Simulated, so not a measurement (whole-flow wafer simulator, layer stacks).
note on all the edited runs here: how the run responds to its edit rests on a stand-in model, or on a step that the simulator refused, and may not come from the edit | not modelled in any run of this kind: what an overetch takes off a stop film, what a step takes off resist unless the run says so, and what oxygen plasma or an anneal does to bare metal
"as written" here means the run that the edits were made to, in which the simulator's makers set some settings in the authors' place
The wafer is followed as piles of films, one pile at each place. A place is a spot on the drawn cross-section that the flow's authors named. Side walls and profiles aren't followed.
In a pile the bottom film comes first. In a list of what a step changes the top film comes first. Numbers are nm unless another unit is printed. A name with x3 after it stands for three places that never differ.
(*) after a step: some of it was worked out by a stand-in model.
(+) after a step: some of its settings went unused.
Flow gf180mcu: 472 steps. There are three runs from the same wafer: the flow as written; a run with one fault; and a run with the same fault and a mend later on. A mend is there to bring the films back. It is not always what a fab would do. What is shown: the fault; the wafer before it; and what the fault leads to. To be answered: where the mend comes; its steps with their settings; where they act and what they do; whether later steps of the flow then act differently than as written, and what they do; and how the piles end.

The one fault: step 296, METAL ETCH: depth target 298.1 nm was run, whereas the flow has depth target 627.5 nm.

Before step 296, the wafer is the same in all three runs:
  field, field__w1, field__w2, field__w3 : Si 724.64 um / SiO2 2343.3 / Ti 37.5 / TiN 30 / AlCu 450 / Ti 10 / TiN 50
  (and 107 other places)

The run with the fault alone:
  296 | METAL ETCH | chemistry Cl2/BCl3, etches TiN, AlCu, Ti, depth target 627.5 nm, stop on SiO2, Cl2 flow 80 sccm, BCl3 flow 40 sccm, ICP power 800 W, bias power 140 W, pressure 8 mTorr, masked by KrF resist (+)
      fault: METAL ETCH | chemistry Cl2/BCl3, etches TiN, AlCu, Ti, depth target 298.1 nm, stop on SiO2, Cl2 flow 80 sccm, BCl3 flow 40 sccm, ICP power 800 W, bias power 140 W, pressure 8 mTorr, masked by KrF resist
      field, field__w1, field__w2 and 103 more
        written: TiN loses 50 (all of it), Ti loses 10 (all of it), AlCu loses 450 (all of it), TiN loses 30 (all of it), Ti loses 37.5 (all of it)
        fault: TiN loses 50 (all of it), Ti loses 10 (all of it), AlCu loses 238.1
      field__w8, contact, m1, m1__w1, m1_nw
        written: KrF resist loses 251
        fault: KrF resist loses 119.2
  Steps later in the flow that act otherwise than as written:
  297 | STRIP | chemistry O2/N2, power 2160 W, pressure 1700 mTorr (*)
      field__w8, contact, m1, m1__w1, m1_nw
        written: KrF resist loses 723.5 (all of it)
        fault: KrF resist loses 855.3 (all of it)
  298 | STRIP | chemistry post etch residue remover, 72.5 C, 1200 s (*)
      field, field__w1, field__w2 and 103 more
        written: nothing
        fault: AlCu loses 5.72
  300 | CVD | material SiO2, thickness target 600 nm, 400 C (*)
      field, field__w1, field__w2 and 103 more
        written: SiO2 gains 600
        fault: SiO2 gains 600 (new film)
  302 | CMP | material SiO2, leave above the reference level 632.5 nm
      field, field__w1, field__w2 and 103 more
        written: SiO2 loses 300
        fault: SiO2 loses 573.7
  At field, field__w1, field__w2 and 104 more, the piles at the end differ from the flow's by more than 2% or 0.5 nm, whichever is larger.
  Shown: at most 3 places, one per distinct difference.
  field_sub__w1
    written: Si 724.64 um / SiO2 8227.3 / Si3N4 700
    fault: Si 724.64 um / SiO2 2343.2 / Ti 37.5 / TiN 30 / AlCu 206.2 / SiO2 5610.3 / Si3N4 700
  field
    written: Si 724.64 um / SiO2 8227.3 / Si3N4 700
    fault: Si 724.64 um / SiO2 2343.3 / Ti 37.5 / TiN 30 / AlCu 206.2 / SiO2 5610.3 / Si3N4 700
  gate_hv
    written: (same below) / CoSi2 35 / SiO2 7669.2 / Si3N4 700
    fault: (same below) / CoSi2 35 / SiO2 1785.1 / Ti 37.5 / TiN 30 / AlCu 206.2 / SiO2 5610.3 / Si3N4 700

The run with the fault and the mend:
  The mend follows step 298.
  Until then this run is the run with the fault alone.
  298a | DEHYDRATE | 200 C, 60 s (the flow's step 289 again)
      does not change any film at any place that is followed
  298b | HMDS | 120 C, 60 s (the flow's step 290 again)
      does not change any film at any place that is followed
  298c | COAT | KrF resist, thickness 1000 nm (*) (the flow's step 291 again)
      iso_ptap_pw, iso_ntap_nw, iso_nw_fld and 33 more
        KrF resist gains 1000 (new film)
      field_sub__w2, field_sub__w4, ld_sd_n and 13 more
        KrF resist gains 1001.9 (new film)
      field__w5, field__w6, field__w9 and 9 more
        KrF resist gains 1002 (new film)
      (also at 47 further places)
  298d | SOFTBAKE | KrF resist (the flow's step 292 again)
      does not change any film at any place that is followed
  298e | EXPOSE | photomask Metal2 (the flow's step 293 again)
      does not change any film at any place that is followed
  298f | PEB | KrF resist, 135 C, 90 s (the flow's step 294 again)
      field__w1, field__w2, field__w3 and 58 more
        KrF resist loses 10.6
      iso_ptap_pw, iso_ntap_nw, iso_nw_fld and 33 more
        KrF resist loses 10.5
      sd_p, gate_p, nw_sep_fld, polyc_n
        KrF resist loses 10.7
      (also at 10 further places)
  298g | DEVELOP | thickness 1000 nm, 60 s (the flow's step 295 again)
      iso_ptap_pw, iso_ntap_nw, iso_nw_fld and 33 more
        KrF resist loses 989.5 (all of it)
      field__w5, field__w6, field__w9 and 12 more
        KrF resist loses 991.4 (all of it)
      field__w10, field_sub, field_sub__w1 and 9 more
        KrF resist loses 991.5 (all of it)
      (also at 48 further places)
  298h | METAL ETCH | chemistry Cl2/BCl3, etches TiN, AlCu, Ti, depth target 329.4 nm, stop on SiO2, Cl2 flow 80 sccm, BCl3 flow 40 sccm, ICP power 800 W, bias power 140 W, pressure 8 mTorr, masked by KrF resist (+) (the flow's step 296 again, with other settings)
      field, field__w1, field__w2 and 103 more
        AlCu loses 206.2 (all of it), TiN loses 30 (all of it), Ti loses 37.5 (all of it)
      field__w8, contact, m1, m1__w1, m1_nw
        KrF resist loses 131.8
  298i | STRIP | chemistry O2/N2, power 2160 W, pressure 1700 mTorr (*) (the flow's step 297 again)
      field__w8
        KrF resist loses 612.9 (all of it)
      contact
        KrF resist loses 611.2 (all of it)
      m1
        KrF resist loses 612.8 (all of it)
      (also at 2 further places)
  298j | STRIP | chemistry post etch residue remover, 72.5 C, 1200 s (*) (the flow's step 298 again)
      field__w8, contact, m1, m1__w1, m1_nw
        TiN loses 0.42
  Later steps of the flow that are run all act as written at every place that is followed, up to a difference of at most 2% or 0.5 nm, whichever is larger.
  At the end the piles are close to the flow's at the places that both follow, differing by at most 2% or 0.5 nm, whichever is larger.
